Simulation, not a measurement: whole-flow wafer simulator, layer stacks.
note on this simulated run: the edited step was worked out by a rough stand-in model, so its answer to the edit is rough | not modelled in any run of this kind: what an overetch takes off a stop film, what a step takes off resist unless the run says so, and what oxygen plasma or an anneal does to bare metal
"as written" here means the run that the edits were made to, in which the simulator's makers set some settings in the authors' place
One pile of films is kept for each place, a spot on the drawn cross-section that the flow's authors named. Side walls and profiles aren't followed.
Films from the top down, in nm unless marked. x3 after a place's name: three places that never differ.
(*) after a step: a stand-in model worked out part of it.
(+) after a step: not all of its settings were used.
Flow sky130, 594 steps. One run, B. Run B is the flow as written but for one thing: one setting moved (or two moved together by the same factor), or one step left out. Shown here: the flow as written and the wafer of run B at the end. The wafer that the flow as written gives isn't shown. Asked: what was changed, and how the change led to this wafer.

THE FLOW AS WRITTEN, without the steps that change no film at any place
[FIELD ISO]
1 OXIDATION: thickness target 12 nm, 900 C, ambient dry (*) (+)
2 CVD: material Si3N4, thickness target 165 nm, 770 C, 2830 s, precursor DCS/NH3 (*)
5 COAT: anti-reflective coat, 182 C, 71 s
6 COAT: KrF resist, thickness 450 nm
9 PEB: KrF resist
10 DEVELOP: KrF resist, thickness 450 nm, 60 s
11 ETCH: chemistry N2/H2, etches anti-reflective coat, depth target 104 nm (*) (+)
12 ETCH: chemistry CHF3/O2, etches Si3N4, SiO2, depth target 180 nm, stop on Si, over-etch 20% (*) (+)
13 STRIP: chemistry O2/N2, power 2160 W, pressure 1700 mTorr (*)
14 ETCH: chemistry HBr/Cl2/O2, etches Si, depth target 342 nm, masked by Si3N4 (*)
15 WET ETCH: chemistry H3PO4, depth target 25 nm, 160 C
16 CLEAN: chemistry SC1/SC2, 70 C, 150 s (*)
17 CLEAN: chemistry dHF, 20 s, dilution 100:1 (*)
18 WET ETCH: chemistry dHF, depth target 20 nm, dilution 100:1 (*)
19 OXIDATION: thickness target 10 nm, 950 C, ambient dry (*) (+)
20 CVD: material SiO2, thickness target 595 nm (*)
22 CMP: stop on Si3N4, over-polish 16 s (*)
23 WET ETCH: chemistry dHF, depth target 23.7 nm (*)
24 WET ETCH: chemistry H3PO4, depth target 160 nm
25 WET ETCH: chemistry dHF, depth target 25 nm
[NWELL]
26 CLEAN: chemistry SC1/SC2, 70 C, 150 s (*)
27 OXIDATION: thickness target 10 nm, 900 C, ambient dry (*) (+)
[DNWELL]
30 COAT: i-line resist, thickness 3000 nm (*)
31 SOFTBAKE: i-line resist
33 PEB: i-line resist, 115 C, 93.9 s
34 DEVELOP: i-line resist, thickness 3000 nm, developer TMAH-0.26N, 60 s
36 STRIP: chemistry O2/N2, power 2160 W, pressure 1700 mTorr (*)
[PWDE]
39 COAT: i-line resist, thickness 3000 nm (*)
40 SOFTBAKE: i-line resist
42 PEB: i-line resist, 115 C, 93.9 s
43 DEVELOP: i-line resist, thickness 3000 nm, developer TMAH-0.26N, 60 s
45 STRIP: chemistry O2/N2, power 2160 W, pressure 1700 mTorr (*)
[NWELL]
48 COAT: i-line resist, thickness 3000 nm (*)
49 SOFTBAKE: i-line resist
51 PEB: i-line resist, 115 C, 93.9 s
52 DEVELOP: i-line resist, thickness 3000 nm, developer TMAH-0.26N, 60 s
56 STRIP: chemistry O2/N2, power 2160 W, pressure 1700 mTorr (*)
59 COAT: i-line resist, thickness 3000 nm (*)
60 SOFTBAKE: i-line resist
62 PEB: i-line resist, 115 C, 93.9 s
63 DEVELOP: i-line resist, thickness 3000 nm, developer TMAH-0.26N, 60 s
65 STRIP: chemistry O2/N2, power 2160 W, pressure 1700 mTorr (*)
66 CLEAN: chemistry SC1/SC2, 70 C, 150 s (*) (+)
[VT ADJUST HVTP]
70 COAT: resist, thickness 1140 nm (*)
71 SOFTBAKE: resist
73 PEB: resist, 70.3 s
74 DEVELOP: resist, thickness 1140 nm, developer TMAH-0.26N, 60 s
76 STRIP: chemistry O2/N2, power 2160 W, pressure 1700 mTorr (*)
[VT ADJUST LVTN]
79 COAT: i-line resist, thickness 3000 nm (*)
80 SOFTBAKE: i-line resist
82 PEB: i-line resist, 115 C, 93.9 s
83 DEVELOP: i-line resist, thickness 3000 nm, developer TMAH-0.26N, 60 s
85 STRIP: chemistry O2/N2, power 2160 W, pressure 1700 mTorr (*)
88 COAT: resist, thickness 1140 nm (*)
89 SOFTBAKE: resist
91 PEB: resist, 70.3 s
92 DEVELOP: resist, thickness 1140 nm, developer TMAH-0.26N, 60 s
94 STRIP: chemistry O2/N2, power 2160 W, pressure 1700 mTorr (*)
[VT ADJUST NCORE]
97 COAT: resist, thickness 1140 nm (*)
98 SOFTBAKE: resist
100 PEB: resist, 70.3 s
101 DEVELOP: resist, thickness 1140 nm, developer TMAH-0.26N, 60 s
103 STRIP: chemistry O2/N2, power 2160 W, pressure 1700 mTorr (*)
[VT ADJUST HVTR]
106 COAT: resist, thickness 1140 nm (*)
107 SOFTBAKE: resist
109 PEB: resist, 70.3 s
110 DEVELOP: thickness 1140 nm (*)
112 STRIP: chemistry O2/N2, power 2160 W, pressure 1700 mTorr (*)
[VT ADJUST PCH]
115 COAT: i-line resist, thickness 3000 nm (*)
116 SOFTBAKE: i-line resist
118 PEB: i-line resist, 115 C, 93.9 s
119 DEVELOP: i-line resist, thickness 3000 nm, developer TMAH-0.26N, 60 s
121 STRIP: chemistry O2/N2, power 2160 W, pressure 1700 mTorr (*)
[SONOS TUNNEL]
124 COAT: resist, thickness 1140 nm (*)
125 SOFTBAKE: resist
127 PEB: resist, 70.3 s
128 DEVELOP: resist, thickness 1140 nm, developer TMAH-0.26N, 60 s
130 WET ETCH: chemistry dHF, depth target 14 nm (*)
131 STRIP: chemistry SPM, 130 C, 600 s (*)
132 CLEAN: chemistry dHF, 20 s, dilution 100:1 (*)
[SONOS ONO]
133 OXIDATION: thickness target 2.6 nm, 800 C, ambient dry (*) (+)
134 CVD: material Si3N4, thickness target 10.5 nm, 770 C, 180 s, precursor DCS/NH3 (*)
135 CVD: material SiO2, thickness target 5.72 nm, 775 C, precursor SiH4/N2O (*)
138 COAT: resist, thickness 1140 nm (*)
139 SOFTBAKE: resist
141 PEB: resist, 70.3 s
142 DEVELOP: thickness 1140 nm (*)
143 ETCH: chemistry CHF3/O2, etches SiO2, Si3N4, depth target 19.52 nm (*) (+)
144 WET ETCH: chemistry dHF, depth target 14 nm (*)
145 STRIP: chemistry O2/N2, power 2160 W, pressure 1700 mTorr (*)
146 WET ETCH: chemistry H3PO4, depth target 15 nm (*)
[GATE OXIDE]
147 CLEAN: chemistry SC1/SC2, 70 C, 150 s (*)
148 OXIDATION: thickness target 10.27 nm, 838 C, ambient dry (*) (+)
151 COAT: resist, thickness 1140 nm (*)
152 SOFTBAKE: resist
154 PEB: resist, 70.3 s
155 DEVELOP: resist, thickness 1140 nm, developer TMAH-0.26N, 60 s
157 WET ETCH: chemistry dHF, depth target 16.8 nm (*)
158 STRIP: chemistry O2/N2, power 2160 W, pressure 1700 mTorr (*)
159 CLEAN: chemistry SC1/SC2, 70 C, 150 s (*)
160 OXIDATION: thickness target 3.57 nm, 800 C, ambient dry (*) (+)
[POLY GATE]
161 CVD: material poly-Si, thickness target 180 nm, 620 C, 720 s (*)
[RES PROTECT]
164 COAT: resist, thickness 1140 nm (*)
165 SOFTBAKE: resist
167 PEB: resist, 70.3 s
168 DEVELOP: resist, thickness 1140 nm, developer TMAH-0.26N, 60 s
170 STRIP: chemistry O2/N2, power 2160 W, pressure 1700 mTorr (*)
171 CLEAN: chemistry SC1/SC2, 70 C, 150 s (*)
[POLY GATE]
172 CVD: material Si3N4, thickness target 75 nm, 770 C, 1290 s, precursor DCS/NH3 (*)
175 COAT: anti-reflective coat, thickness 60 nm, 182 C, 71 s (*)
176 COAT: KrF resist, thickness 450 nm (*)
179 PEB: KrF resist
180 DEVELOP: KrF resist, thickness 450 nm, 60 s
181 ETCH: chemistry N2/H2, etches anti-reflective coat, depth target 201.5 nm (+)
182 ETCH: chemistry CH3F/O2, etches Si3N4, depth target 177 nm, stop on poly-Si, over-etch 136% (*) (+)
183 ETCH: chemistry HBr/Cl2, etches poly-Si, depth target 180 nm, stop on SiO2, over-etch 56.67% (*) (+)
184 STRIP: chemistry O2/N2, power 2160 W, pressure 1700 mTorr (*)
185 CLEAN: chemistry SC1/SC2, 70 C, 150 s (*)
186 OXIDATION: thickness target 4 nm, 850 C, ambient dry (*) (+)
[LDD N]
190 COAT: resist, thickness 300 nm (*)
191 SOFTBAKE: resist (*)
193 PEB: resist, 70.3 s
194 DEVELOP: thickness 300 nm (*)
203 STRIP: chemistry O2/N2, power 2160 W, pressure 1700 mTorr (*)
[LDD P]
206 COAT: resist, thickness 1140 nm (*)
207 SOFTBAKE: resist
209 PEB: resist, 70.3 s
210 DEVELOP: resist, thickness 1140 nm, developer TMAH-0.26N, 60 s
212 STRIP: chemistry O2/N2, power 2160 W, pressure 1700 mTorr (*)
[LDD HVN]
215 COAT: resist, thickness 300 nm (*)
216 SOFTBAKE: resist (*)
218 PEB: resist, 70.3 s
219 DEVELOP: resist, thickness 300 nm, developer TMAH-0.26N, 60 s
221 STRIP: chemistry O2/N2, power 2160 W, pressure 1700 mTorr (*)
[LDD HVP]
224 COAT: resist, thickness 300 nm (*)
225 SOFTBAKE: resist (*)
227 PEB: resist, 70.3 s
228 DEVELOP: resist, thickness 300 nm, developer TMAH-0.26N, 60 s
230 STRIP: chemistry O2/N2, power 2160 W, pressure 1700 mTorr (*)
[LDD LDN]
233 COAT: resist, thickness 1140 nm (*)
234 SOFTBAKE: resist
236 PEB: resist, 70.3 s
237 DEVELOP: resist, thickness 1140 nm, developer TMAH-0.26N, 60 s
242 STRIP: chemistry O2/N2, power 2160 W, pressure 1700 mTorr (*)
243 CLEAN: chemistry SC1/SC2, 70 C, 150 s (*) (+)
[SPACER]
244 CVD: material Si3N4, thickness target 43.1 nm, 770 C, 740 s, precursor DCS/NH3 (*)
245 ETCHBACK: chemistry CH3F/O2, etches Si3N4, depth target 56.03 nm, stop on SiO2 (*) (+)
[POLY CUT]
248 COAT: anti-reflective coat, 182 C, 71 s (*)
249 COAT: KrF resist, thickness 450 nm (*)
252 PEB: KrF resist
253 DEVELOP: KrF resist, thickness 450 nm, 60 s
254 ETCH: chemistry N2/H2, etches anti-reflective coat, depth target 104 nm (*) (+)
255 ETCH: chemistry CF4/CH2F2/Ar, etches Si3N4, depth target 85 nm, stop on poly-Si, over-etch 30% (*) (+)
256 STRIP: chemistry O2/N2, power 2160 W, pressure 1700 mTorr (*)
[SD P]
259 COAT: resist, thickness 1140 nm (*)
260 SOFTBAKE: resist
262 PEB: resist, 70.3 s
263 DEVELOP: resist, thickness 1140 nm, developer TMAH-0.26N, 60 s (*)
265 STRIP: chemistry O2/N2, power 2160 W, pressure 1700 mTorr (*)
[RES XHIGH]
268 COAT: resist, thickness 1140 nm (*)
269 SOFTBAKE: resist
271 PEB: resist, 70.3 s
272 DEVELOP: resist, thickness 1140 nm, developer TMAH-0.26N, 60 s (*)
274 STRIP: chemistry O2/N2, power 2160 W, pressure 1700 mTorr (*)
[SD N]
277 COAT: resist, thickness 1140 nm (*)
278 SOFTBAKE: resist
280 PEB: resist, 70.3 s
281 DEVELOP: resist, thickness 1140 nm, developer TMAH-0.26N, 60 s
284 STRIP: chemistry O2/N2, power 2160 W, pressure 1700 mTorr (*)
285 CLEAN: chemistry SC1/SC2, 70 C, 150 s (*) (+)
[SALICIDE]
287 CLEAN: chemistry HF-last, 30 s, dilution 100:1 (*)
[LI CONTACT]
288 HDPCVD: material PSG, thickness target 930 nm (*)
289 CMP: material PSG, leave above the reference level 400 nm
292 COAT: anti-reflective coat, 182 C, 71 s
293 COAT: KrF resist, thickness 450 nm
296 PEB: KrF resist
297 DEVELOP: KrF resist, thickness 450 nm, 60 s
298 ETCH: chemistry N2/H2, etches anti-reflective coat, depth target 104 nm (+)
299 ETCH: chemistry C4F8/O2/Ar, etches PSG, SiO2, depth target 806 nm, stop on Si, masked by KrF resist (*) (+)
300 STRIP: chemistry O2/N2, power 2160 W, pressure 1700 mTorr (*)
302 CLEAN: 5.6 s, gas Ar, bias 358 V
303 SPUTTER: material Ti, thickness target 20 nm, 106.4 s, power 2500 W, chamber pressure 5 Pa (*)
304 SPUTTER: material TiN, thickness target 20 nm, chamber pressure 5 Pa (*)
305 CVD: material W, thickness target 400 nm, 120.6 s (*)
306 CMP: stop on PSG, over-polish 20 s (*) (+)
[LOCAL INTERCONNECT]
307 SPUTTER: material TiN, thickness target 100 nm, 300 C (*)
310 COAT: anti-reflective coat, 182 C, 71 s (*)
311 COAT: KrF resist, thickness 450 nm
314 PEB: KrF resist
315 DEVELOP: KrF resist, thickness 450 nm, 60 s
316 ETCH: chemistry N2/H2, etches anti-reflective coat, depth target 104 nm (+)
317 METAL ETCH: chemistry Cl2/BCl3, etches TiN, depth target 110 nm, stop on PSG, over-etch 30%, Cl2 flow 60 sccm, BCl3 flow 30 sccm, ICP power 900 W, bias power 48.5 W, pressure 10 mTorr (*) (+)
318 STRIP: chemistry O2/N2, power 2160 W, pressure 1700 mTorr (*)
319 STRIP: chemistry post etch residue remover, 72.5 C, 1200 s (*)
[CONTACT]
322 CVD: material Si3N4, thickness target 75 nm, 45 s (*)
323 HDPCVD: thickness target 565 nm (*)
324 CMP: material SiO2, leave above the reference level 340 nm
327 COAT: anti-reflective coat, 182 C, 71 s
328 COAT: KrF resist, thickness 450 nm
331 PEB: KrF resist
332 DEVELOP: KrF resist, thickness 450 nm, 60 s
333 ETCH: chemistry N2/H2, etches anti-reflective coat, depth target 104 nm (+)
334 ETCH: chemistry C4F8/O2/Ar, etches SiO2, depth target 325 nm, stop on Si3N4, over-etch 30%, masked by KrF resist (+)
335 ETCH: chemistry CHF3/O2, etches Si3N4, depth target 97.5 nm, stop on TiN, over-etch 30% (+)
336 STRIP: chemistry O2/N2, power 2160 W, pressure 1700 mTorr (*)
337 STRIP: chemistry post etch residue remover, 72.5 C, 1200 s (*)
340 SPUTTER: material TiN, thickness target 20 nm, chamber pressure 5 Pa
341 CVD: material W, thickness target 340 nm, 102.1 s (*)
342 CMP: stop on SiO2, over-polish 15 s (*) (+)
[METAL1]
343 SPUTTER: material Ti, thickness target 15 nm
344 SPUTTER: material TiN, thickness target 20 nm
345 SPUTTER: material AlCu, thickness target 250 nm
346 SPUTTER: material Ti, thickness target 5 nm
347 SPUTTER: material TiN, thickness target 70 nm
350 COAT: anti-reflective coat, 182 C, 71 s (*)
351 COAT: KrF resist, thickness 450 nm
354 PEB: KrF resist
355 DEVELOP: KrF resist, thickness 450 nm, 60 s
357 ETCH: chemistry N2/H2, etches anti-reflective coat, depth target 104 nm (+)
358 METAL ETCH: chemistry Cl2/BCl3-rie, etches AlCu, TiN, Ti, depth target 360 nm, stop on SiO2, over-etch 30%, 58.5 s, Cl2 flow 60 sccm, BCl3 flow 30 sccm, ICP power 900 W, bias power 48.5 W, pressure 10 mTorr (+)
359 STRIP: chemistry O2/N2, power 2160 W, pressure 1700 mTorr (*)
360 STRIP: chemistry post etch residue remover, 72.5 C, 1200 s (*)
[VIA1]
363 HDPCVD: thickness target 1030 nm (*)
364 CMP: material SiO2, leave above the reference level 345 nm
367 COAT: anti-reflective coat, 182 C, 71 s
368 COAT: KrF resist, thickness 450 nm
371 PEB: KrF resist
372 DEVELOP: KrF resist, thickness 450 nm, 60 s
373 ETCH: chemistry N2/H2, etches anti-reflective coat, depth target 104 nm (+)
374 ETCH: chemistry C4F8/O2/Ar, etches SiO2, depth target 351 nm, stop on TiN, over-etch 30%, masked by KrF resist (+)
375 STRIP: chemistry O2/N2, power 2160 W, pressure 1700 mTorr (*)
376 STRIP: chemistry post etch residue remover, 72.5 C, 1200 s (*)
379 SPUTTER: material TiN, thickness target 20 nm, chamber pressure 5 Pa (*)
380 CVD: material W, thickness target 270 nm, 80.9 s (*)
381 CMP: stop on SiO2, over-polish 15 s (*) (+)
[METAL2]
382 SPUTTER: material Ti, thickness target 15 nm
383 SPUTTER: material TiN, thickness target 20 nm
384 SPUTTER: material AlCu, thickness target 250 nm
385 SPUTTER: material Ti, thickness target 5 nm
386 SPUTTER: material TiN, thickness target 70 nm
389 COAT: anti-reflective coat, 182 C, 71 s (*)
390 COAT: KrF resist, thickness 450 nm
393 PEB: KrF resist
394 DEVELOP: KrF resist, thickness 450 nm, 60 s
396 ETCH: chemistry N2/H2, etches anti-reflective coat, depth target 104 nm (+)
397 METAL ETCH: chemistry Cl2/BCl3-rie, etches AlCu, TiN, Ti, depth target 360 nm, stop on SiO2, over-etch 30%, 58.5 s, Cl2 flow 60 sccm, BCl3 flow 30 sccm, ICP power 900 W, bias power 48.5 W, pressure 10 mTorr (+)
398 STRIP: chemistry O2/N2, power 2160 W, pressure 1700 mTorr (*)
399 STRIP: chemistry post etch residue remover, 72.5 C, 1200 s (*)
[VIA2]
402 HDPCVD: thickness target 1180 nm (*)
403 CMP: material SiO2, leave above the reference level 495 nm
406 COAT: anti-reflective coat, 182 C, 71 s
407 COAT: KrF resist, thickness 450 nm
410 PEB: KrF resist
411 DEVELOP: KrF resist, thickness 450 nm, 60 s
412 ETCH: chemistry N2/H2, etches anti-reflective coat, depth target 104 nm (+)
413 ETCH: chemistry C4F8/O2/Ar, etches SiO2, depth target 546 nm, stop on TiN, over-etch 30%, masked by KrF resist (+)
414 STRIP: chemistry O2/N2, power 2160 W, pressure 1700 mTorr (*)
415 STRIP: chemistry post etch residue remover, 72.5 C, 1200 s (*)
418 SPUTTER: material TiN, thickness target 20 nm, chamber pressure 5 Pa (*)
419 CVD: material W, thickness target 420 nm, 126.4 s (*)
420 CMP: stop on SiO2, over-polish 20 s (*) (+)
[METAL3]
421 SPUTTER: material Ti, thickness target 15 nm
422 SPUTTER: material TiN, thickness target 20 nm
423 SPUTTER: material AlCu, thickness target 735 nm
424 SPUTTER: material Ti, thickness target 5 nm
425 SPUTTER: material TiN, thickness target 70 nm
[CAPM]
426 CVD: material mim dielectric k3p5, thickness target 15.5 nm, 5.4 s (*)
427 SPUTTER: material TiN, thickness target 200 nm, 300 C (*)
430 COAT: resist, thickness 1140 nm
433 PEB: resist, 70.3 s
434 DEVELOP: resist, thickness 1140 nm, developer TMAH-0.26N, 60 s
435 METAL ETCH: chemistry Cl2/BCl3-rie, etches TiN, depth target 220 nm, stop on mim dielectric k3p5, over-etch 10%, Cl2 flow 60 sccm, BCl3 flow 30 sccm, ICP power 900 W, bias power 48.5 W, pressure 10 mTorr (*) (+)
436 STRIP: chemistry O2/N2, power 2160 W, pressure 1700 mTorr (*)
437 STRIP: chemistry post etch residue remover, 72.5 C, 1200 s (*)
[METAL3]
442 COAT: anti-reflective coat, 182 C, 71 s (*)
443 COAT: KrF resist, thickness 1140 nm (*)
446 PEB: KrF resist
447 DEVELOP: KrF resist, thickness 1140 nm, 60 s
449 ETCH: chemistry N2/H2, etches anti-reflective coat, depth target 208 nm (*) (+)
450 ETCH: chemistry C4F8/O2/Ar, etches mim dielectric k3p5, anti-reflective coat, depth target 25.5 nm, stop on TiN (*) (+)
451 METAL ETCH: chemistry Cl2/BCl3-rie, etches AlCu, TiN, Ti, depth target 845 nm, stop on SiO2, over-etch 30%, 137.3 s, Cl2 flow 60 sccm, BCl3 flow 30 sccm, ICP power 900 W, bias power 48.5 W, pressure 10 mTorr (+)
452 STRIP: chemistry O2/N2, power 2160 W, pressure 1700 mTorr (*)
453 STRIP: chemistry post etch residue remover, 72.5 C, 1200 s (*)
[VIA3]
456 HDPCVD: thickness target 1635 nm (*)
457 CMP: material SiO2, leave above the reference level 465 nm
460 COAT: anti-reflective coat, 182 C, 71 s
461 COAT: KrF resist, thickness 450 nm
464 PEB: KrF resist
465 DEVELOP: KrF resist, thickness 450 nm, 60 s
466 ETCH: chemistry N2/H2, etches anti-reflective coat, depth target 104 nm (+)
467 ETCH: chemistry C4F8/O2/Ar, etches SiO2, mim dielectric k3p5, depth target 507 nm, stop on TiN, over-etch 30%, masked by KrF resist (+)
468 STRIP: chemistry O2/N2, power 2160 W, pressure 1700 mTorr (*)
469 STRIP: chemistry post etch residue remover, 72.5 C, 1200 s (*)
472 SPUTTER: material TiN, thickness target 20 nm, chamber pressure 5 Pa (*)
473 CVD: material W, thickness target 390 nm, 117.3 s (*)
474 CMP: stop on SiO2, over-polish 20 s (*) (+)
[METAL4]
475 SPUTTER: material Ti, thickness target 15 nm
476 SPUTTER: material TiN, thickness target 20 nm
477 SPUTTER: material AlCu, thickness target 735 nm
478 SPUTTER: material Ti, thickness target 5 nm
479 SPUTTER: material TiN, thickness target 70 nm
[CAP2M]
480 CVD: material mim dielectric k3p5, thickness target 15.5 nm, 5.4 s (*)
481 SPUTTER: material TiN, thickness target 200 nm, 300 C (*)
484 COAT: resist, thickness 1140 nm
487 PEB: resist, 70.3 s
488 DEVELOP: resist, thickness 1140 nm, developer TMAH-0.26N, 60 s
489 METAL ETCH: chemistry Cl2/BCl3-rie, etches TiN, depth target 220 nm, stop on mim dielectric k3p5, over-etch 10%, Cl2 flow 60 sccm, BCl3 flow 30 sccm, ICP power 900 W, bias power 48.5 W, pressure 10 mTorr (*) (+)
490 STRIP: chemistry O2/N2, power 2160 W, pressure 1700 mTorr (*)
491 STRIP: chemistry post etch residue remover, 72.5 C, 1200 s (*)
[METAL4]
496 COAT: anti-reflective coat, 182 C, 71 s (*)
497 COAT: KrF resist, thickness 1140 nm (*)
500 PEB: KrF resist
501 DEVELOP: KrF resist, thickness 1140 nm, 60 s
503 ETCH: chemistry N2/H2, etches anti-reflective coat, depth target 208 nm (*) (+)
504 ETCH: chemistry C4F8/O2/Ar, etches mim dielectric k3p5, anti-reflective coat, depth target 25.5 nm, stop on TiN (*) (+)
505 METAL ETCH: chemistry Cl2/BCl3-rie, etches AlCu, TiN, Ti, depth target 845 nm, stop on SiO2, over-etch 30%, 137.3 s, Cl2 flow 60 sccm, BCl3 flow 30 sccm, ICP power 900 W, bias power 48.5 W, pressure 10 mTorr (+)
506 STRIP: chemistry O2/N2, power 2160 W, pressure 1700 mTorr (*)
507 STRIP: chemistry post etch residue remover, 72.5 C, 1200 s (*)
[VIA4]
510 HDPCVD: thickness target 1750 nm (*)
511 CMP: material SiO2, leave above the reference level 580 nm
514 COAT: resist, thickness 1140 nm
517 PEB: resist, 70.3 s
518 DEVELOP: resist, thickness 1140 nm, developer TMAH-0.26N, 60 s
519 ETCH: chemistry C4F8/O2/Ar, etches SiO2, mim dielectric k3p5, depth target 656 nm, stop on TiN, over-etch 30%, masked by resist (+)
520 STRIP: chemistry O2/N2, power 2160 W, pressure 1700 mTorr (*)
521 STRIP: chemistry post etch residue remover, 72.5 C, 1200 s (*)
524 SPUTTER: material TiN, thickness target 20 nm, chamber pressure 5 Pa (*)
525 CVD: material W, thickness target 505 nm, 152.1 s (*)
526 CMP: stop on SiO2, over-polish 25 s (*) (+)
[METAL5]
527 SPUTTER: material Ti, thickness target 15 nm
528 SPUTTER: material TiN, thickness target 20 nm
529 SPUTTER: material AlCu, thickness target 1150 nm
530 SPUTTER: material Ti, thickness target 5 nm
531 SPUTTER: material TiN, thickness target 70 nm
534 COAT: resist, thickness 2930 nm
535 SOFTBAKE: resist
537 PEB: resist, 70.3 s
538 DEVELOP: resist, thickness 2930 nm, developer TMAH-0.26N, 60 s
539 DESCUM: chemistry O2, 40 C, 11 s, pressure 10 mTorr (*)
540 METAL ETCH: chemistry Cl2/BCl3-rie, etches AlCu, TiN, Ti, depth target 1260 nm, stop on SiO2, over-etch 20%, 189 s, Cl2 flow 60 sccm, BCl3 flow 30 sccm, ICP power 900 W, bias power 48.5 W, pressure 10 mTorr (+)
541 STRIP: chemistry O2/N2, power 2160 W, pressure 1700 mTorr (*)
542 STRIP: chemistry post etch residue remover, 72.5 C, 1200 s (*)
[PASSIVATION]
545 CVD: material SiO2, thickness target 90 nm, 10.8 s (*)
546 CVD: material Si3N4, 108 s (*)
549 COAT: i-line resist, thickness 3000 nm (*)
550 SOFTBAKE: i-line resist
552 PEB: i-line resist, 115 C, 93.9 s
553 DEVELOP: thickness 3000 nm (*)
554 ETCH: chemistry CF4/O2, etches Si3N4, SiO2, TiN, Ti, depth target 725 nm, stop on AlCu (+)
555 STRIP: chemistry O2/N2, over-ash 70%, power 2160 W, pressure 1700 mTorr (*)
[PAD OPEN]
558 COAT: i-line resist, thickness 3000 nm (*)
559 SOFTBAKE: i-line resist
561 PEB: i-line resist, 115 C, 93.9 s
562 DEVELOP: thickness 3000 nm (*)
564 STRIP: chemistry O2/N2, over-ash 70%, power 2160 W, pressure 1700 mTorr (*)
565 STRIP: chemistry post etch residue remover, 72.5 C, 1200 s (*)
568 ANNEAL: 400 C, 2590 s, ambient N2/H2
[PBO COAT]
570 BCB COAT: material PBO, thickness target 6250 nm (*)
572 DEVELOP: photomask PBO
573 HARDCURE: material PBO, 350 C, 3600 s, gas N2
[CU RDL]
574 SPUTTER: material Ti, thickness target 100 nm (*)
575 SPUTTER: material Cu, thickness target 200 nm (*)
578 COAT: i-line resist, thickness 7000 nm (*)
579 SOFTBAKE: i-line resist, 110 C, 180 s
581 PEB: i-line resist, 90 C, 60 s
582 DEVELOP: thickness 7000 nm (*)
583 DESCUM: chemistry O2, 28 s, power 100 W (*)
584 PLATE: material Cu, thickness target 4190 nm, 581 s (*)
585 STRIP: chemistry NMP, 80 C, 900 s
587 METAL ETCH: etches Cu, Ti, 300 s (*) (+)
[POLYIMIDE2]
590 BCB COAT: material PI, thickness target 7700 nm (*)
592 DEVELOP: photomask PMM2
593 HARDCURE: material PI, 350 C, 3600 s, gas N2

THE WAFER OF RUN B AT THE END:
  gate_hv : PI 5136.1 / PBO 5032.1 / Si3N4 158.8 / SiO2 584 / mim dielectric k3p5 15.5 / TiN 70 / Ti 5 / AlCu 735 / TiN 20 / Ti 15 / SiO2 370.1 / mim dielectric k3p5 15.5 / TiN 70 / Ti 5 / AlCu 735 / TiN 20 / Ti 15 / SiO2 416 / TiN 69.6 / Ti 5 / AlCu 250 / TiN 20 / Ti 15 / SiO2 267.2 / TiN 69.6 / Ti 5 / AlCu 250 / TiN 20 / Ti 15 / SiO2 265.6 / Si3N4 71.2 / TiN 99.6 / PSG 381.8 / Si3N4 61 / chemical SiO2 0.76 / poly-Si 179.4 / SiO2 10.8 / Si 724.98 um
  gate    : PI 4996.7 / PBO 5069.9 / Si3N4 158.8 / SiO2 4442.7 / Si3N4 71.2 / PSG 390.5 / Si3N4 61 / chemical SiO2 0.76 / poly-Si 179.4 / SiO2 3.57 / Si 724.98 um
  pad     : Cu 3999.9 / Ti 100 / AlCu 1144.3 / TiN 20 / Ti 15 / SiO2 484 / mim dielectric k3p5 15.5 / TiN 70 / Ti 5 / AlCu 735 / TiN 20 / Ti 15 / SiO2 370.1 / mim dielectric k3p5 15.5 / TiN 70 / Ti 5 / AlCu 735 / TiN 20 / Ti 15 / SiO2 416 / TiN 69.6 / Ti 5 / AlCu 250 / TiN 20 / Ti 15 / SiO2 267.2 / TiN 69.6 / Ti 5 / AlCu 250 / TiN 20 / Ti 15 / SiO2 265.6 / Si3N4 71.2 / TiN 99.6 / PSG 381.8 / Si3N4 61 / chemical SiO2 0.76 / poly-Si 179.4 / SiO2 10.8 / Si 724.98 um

The cause: step 322, CVD: thickness target 71.2 nm was run, where the flow has thickness target 75 nm; step 322, CVD: 42.8 s was run, where the flow has 45 s.
It can be read off the wafer: gate_hv has Si3N4 71.2, and step 322 as written asks for 75 nm.

How the change led to this, step by step:
  322 CVD: material Si3N4, thickness target 75 nm, 45 s (*)
      field, active, n_well and 188 more: Si3N4 +71.2 (new film) (as written it would be: Si3N4 +75 (new film))
  335 ETCH: chemistry CHF3/O2, etches Si3N4, depth target 97.5 nm, stop on TiN, over-etch 30% (+)
      field, active, n_well and 184 more: KrF resist -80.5 (as written it would be: KrF resist -84.8)
      poly_licon, ndiff_licon, ndiff_licon_cpp, rpo_hd_licon: Si3N4 -71.2 (all of it) (as written it would be: Si3N4 -75 (all of it))
